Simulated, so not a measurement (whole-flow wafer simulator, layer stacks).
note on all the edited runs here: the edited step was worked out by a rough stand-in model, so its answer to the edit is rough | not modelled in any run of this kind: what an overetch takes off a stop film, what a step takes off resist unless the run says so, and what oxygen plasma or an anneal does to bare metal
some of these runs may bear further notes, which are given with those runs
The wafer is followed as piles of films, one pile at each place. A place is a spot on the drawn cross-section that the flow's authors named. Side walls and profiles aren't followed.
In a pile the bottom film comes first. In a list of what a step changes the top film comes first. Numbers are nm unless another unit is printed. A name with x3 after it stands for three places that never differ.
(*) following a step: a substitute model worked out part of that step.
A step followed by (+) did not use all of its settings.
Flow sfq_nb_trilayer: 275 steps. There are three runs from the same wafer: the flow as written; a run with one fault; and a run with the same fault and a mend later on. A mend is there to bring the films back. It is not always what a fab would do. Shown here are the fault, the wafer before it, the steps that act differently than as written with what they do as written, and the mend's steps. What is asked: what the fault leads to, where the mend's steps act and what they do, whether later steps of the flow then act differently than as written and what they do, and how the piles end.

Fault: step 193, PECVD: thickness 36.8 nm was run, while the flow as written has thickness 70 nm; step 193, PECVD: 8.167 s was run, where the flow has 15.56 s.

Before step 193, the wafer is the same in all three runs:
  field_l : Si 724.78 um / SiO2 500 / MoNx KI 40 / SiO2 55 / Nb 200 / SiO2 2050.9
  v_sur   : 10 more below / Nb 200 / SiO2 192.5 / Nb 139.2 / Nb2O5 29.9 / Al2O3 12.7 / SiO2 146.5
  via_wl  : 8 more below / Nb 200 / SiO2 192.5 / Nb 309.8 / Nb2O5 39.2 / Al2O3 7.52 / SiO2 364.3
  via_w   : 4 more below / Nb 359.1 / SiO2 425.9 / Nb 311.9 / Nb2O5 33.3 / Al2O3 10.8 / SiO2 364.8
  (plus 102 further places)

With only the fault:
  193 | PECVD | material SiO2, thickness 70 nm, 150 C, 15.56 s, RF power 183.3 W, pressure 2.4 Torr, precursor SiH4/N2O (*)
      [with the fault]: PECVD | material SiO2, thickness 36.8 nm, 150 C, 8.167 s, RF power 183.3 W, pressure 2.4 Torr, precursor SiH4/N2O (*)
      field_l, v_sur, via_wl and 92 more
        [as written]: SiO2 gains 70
        [with the fault]: SiO2 gains 36.8
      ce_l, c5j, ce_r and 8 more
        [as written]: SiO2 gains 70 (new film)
        [with the fault]: SiO2 gains 36.8 (new film)
  Steps further on in the flow that do not act as written (10 other steps are not shown; they differ only slightly, by no more than 2% or 0.5 nm, whichever is larger):
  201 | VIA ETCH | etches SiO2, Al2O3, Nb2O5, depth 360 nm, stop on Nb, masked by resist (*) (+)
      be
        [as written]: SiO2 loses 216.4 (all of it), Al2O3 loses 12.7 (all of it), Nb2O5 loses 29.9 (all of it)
        [with the fault]: SiO2 loses 183.2 (all of it), Al2O3 loses 12.7 (all of it), Nb2O5 loses 29.9 (all of it)
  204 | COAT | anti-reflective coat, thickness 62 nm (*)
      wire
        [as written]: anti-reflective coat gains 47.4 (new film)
        [with the fault]: anti-reflective coat gains 48.4 (new film)
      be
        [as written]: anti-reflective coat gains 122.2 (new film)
        [with the fault]: anti-reflective coat gains 117.2 (new film)
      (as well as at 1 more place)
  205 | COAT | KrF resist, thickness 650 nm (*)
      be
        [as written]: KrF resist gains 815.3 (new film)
        [with the fault]: KrF resist gains 791.6 (new film)
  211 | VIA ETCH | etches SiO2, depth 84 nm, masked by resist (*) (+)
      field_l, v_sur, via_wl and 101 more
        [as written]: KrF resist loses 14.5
        [with the fault]: KrF resist loses 9.48
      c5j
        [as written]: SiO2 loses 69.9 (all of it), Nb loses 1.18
        [with the fault]: SiO2 loses 36.7 (all of it), Nb loses 1.52
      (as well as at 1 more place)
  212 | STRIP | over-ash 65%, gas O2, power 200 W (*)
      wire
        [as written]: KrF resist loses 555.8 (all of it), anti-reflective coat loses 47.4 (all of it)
        [with the fault]: KrF resist loses 562.6 (all of it), anti-reflective coat loses 48.4 (all of it)
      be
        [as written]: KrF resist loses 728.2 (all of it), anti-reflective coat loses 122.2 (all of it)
        [with the fault]: KrF resist loses 709.4 (all of it), anti-reflective coat loses 117.2 (all of it)
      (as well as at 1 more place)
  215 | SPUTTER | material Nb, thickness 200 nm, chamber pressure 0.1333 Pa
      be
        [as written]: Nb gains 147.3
        [with the fault]: Nb gains 155
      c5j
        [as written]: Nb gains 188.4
        [with the fault]: Nb gains 196.8
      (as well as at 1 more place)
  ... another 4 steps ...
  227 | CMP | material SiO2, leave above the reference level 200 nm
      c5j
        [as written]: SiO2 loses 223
        [with the fault]: SiO2 loses 249.5
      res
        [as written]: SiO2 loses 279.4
        [with the fault]: SiO2 loses 319.7
  At v_sur, via_wl, via_w and 79 more, the piles at the end differ from the flow's by more than 2% or 0.5 nm, whichever is larger.
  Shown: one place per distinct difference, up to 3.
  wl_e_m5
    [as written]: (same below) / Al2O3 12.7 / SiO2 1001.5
    [with the fault]: (same below) / Al2O3 12.7 / SiO2 968.3
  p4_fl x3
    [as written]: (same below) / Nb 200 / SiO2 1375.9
    [with the fault]: (same below) / Nb 200 / SiO2 1342.7
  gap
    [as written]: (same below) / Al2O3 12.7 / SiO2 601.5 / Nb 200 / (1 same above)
    [with the fault]: (same below) / Al2O3 12.7 / SiO2 568.3 / Nb 200 / (1 same above)

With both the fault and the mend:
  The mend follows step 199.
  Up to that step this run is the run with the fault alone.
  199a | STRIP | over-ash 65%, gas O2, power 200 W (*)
      p4_fl x3, p4_w1 x9, p4_g1 x2 and 33 more
        KrF resist loses 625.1 (all of it), anti-reflective coat loses 62 (all of it)
      wl_b_m5, wl_b_sr, wl_c_sl and 12 more
        KrF resist loses 625 (all of it), anti-reflective coat loses 62 (all of it)
      v_sur, via_wl, via_w
        KrF resist loses 625.7 (all of it), anti-reflective coat loses 62.2 (all of it)
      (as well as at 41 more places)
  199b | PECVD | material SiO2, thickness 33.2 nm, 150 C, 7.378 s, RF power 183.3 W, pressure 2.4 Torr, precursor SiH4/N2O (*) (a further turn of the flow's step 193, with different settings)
      field_l, v_sur, via_wl and 103 more
        SiO2 gains 33.2
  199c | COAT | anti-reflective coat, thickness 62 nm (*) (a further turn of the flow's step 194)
      p4_fl x3, p4_w1 x9, p4_g1 x2 and 50 more
        anti-reflective coat gains 62 (new film)
      via_wr, via_sp, via_v, wire, lsp_r, l0_sur, l0v
        anti-reflective coat gains 62.3 (new film)
      be, be_sur, gap, lsp_m, ln_m6
        anti-reflective coat gains 62.4 (new film)
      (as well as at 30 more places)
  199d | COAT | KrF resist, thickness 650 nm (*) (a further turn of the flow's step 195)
      p4_fl x3, p4_w1 x9, p4_g1 x2 and 33 more
        KrF resist gains 650 (new film)
      wl_b_m5, wl_b_sr, wl_c_sl and 12 more
        KrF resist gains 649.9 (new film)
      v_sur, via_wl, via_w
        KrF resist gains 650.6 (new film)
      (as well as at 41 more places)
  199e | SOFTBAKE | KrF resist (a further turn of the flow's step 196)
      does not change any film at any place that is followed
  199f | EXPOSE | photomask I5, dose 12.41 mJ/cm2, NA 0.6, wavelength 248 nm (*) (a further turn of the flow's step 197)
      does not change any film at any place that is followed
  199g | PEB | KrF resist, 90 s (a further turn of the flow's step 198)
      field_l, v_sur, via_wl and 87 more
        KrF resist loses 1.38
      jj_sur, ce_l, sp_r, moat, field_r, wl_jj
        KrF resist loses 1.39
      be_r, r_sur, res, r_end
        KrF resist loses 1.33
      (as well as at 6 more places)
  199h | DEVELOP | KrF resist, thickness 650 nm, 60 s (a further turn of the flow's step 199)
      field_l, v_sur, via_wl and 102 more
        KrF resist loses 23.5
      be
        KrF resist loses 649.8 (all of it)
  Every later step of the flow that is run acts as written, at every place that is followed, to within 2% or 0.5 nm, whichever is larger.
  At every place that both follow, the piles at the end match the flow's.
